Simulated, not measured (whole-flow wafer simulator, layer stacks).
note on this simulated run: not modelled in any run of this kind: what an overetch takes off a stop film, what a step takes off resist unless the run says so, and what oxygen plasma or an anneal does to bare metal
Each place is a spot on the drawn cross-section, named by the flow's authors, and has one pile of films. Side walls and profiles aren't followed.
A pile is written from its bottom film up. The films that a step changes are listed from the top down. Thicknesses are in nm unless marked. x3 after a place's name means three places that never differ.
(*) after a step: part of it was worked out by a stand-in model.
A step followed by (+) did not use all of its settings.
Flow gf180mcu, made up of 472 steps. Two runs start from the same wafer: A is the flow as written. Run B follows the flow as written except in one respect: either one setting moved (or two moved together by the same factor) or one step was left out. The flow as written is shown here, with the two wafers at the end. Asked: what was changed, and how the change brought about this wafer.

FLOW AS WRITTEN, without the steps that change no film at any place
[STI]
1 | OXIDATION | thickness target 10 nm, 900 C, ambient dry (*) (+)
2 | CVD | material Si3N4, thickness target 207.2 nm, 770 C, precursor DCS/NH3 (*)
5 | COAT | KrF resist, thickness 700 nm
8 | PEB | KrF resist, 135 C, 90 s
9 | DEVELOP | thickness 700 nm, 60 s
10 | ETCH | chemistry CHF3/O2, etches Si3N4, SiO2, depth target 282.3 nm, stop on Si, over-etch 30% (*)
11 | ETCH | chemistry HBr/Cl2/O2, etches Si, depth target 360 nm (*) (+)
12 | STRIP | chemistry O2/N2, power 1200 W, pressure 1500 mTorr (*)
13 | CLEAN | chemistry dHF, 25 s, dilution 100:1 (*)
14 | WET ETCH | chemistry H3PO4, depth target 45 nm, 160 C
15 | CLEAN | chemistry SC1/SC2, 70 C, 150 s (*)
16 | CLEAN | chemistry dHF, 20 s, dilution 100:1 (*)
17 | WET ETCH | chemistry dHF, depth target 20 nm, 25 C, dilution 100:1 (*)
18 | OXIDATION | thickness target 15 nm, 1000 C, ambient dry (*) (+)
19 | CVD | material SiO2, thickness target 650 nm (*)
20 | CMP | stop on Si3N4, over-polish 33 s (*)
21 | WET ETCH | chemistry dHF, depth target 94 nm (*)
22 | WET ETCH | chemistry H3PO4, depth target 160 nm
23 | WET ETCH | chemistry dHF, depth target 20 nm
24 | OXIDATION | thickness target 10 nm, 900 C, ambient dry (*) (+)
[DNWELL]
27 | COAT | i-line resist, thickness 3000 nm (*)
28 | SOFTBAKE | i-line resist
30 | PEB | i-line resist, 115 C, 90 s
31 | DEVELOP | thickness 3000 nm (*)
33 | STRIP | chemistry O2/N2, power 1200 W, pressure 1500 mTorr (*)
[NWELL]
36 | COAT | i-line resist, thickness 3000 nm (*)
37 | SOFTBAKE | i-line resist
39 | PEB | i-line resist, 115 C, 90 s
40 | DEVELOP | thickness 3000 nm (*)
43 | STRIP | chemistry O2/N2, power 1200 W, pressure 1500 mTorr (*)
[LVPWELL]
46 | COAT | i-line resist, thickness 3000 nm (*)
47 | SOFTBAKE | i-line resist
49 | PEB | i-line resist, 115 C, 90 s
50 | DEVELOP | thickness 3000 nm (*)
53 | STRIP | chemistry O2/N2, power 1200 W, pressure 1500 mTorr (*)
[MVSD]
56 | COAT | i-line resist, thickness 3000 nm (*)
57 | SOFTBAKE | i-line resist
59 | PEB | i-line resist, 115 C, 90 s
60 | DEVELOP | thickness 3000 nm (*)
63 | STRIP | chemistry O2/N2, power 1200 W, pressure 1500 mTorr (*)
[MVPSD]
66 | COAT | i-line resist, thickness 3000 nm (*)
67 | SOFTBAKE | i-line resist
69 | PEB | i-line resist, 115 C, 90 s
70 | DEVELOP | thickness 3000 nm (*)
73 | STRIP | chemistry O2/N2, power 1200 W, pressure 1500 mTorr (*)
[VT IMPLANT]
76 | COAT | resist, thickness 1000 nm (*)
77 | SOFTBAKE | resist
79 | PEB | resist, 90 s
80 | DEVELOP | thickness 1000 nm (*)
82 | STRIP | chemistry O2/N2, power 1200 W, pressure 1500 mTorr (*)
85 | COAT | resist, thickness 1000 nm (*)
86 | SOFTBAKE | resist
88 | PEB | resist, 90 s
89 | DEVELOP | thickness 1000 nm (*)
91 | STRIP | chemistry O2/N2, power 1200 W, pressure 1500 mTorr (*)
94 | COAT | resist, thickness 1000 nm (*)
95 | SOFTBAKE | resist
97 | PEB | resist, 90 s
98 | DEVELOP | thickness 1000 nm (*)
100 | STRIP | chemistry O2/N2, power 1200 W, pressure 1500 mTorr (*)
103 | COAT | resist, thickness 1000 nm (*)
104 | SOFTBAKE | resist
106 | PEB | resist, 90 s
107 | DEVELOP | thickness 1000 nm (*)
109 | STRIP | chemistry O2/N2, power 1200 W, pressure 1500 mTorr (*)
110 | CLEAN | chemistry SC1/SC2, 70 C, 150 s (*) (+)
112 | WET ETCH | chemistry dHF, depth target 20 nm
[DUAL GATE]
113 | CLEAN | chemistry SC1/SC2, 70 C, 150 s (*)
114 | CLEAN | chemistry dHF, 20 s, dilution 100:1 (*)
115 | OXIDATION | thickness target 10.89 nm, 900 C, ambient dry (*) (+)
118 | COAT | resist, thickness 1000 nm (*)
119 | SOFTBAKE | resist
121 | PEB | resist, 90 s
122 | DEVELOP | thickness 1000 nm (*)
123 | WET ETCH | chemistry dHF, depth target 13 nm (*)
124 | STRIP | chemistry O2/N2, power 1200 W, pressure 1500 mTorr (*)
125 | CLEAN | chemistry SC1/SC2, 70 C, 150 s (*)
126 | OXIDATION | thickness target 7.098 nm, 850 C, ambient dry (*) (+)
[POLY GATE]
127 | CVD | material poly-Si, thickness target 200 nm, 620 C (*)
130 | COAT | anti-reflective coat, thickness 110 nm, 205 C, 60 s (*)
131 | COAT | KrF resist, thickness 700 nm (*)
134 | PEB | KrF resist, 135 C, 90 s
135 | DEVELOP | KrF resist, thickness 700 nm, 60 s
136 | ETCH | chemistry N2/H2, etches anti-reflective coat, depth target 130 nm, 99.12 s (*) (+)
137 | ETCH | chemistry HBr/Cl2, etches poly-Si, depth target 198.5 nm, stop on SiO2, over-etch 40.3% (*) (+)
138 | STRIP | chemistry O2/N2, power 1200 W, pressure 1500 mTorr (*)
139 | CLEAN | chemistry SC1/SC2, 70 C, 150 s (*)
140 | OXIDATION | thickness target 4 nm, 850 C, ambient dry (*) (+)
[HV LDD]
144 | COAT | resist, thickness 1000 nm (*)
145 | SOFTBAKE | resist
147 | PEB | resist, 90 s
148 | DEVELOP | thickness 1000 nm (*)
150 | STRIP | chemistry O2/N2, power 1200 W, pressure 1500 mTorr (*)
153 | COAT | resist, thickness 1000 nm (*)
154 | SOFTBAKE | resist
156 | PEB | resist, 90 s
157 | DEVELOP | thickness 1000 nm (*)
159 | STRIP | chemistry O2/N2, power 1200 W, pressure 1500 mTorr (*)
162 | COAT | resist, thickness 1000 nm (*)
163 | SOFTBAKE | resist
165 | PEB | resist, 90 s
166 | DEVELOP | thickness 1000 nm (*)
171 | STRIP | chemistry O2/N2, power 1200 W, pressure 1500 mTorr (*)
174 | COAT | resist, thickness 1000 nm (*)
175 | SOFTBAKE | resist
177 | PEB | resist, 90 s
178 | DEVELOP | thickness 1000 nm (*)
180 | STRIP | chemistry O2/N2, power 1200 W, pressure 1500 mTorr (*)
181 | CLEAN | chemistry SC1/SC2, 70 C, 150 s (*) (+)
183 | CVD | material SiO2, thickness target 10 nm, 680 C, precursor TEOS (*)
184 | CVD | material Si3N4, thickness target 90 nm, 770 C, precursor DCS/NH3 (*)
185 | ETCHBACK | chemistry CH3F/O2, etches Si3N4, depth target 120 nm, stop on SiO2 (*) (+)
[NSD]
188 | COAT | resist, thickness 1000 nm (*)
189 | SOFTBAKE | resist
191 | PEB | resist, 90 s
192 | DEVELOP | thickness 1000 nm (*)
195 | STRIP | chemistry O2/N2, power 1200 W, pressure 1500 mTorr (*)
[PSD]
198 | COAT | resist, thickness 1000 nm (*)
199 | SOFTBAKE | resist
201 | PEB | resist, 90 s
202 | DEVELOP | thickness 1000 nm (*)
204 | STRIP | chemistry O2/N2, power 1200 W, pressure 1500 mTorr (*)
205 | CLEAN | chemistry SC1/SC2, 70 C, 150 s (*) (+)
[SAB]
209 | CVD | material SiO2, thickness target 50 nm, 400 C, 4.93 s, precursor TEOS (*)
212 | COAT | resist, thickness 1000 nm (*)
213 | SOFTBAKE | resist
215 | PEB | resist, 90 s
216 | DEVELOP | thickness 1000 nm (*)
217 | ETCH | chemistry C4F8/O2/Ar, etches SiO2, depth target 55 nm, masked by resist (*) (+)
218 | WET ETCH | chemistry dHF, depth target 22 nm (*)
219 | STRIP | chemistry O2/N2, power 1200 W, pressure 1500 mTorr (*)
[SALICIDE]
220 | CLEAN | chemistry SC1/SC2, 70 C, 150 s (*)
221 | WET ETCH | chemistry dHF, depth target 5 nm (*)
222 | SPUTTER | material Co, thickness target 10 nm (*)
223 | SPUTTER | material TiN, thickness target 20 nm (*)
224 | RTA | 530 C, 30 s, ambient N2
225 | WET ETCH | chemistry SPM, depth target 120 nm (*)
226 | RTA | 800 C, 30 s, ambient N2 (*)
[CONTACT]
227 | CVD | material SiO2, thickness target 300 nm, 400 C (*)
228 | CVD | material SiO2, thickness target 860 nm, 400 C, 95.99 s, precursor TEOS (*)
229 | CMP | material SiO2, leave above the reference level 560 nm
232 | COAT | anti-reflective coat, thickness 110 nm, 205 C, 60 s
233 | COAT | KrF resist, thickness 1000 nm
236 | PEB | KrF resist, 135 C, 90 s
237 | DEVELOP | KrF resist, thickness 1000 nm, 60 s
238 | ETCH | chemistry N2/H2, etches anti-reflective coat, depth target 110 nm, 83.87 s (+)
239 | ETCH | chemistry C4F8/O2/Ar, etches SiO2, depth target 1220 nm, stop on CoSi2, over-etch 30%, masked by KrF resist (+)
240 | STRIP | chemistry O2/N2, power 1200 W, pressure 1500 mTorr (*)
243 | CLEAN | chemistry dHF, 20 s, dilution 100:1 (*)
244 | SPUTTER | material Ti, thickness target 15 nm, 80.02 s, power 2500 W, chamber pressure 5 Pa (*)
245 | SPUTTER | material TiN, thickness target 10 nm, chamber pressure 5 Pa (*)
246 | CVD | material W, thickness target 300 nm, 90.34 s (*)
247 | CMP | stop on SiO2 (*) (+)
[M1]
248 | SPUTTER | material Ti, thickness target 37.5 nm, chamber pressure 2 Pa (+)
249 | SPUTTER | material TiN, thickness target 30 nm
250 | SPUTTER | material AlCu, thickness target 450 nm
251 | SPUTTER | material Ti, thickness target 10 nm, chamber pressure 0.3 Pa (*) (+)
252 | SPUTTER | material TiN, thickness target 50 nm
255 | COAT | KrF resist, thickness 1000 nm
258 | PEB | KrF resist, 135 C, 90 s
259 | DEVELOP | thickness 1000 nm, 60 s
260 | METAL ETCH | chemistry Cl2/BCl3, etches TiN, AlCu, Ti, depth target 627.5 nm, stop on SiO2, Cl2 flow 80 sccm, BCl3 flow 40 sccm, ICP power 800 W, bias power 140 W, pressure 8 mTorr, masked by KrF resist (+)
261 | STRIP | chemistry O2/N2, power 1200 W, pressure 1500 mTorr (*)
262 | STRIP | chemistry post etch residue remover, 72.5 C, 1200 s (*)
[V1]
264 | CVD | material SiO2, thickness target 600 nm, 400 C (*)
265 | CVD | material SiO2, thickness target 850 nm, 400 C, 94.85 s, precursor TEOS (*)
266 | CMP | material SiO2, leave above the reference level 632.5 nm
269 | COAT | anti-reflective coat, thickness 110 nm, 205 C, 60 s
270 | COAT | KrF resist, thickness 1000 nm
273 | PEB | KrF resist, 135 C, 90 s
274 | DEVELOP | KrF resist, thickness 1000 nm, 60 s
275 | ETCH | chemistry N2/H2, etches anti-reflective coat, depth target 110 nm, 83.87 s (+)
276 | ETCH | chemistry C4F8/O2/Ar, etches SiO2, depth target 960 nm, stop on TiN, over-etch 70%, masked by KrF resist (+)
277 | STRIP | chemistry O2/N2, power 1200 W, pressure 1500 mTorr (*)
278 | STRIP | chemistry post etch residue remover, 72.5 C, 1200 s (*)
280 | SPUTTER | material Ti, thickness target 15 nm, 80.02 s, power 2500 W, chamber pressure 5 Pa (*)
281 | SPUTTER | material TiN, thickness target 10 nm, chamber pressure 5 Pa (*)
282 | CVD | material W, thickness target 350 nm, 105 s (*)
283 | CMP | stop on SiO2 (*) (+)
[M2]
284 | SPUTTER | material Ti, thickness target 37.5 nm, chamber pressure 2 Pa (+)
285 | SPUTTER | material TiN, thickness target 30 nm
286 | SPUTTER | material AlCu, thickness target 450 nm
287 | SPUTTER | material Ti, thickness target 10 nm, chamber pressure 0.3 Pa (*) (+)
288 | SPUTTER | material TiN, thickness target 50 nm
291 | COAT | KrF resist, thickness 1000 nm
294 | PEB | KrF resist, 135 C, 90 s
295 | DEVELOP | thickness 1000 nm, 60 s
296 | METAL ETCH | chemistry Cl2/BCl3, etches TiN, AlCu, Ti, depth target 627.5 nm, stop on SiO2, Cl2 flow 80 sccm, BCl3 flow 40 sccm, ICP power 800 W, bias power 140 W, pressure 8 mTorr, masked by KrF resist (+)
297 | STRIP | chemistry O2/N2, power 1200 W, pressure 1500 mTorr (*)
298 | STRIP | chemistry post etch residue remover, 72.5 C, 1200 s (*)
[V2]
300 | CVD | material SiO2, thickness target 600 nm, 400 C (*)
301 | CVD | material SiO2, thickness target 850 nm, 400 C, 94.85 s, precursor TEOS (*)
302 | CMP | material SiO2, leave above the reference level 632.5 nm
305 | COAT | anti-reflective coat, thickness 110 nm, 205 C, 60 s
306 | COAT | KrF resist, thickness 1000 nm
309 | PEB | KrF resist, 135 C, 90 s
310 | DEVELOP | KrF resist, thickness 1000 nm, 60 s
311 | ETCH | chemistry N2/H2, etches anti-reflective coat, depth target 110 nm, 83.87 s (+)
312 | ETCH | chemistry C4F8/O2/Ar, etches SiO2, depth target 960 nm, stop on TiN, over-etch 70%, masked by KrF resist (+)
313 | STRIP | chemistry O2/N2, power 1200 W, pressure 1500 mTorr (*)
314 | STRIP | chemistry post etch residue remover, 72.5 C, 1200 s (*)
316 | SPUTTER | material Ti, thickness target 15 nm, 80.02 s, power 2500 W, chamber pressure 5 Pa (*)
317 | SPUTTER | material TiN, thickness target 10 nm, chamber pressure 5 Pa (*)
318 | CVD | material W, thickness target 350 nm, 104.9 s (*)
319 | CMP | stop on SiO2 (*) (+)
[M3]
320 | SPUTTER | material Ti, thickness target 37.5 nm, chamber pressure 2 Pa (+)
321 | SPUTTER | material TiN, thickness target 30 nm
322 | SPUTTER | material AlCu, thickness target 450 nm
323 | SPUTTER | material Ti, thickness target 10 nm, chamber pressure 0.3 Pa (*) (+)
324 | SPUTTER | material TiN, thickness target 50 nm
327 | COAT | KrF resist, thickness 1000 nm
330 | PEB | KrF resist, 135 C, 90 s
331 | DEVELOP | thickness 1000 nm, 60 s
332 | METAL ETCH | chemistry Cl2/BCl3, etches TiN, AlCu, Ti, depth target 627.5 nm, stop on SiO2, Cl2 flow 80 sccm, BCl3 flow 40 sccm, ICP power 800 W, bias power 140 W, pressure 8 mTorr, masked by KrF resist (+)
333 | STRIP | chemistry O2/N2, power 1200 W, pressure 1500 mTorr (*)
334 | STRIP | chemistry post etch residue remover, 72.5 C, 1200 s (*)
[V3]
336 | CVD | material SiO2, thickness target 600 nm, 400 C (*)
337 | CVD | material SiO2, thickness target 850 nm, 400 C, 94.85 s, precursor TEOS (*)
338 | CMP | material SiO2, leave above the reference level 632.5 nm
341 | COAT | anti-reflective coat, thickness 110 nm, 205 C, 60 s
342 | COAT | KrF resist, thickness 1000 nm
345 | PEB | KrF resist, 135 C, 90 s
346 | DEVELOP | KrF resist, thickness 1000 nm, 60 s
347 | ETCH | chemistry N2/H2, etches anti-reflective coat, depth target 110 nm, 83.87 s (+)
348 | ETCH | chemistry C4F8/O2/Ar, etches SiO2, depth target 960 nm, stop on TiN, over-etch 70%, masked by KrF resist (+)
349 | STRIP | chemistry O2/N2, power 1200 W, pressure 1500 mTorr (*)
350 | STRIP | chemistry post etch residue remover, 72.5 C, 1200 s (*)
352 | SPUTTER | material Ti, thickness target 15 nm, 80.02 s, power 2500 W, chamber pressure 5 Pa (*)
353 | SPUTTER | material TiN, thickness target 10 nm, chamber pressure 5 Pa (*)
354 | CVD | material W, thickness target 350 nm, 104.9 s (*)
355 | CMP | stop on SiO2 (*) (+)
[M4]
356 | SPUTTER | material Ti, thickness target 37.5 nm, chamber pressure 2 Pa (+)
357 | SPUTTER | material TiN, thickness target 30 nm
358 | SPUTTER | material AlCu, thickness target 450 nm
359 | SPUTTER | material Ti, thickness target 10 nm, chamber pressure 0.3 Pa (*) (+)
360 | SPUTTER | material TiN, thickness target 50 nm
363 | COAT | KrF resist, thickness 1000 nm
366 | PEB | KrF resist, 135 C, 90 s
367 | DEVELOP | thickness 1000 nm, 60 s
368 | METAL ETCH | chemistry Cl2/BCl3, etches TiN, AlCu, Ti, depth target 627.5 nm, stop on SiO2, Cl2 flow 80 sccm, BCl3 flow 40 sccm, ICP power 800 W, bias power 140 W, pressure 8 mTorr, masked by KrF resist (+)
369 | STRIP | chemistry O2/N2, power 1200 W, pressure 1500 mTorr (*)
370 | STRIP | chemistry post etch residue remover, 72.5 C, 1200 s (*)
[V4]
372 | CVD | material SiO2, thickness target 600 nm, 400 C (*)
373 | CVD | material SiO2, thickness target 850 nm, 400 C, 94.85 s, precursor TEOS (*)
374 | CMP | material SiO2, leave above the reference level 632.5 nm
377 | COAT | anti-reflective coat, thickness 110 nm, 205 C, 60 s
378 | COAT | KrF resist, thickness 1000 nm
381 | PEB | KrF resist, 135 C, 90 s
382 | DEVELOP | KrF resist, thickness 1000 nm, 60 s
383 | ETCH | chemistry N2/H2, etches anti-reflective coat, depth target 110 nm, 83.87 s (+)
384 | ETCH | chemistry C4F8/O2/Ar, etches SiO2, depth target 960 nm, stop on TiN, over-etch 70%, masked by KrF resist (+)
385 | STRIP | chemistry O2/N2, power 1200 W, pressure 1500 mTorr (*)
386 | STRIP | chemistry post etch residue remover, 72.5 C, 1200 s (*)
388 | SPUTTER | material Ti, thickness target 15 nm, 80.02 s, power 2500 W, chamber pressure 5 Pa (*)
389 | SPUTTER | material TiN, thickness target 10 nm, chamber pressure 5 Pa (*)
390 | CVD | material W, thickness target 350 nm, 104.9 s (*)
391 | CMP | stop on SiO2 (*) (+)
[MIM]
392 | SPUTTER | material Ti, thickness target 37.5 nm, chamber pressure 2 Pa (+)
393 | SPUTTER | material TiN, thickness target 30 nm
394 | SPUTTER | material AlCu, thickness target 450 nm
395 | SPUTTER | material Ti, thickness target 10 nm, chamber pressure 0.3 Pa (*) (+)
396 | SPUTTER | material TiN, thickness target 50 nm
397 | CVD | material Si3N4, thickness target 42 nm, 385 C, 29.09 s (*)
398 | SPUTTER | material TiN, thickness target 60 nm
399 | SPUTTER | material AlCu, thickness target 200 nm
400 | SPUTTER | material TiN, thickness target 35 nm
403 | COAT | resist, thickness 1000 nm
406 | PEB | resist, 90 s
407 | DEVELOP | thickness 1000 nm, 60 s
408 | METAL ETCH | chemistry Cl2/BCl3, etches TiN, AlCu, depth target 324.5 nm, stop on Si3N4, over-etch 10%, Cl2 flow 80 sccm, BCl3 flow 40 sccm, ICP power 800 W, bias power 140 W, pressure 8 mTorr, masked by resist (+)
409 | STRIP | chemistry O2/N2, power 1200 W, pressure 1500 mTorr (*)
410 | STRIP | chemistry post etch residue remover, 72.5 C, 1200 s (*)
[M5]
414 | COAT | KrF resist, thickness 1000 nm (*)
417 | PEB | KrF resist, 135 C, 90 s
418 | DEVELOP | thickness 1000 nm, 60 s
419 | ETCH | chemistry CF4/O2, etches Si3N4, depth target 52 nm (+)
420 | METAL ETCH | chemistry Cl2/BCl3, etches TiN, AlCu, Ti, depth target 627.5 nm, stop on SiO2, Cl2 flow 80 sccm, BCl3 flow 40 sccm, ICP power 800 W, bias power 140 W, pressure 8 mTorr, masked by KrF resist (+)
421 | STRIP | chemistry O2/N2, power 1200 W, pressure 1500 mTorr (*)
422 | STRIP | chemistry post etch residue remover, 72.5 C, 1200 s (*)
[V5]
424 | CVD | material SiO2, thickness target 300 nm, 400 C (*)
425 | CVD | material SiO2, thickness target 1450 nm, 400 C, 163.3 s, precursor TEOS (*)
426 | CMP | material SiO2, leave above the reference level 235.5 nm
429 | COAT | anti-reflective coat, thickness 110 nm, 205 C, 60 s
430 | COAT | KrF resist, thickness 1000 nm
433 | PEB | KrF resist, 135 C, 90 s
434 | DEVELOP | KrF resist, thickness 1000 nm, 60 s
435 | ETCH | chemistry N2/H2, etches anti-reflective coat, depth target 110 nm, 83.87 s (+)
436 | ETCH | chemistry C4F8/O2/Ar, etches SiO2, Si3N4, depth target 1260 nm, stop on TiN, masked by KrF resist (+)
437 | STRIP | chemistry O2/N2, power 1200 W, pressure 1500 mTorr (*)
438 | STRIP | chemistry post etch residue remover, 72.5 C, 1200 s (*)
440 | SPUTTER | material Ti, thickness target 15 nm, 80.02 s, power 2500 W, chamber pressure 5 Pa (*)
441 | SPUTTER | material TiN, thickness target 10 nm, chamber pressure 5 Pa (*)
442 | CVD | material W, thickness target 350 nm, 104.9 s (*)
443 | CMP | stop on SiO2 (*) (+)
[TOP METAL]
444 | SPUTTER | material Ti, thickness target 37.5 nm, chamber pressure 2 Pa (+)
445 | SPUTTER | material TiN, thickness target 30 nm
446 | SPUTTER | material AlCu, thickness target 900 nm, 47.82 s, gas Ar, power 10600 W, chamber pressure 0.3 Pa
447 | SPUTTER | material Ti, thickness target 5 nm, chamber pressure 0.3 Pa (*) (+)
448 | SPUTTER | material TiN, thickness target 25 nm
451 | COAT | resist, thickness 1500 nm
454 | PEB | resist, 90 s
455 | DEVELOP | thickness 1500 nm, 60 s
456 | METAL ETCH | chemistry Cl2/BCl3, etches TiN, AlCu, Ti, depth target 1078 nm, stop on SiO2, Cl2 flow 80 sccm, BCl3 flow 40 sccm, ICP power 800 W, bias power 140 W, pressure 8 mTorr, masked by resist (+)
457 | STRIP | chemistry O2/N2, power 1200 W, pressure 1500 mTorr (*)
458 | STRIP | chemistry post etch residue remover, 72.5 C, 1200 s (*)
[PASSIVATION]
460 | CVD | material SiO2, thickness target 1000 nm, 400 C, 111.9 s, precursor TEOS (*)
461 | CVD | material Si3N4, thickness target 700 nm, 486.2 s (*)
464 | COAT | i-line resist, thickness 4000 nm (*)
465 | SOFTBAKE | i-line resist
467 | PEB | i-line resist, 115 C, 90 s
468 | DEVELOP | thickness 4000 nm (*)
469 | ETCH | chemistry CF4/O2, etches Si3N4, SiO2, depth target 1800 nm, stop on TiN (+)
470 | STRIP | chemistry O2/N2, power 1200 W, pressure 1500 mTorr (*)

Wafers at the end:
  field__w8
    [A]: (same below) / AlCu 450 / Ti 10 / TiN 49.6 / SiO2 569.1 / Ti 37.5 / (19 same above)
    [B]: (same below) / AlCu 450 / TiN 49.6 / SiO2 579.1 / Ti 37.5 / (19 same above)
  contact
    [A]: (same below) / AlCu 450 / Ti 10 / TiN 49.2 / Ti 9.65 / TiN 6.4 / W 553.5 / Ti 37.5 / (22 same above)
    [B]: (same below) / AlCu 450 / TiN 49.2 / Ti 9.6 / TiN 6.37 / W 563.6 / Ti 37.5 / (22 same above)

The reason: step 323, SPUTTER: material Ti, thickness target 10 nm, chamber pressure 0.3 Pa (*) (+), was skipped.

The path from the change to this, step by step:
  332 | METAL ETCH | chemistry Cl2/BCl3, etches TiN, AlCu, Ti, depth target 627.5 nm, stop on SiO2, Cl2 flow 80 sccm, BCl3 flow 40 sccm, ICP power 800 W, bias power 140 W, pressure 8 mTorr, masked by KrF resist (+)
      field, field__w1, field__w2 and 103 more: A -50 TiN (all of it), -10 Ti (all of it), -450 AlCu (all of it), -30 TiN (all of it), -37.5 Ti (all of it) | B -50 TiN (all of it), -450 AlCu (all of it), -30 TiN (all of it), -37.5 Ti (all of it)
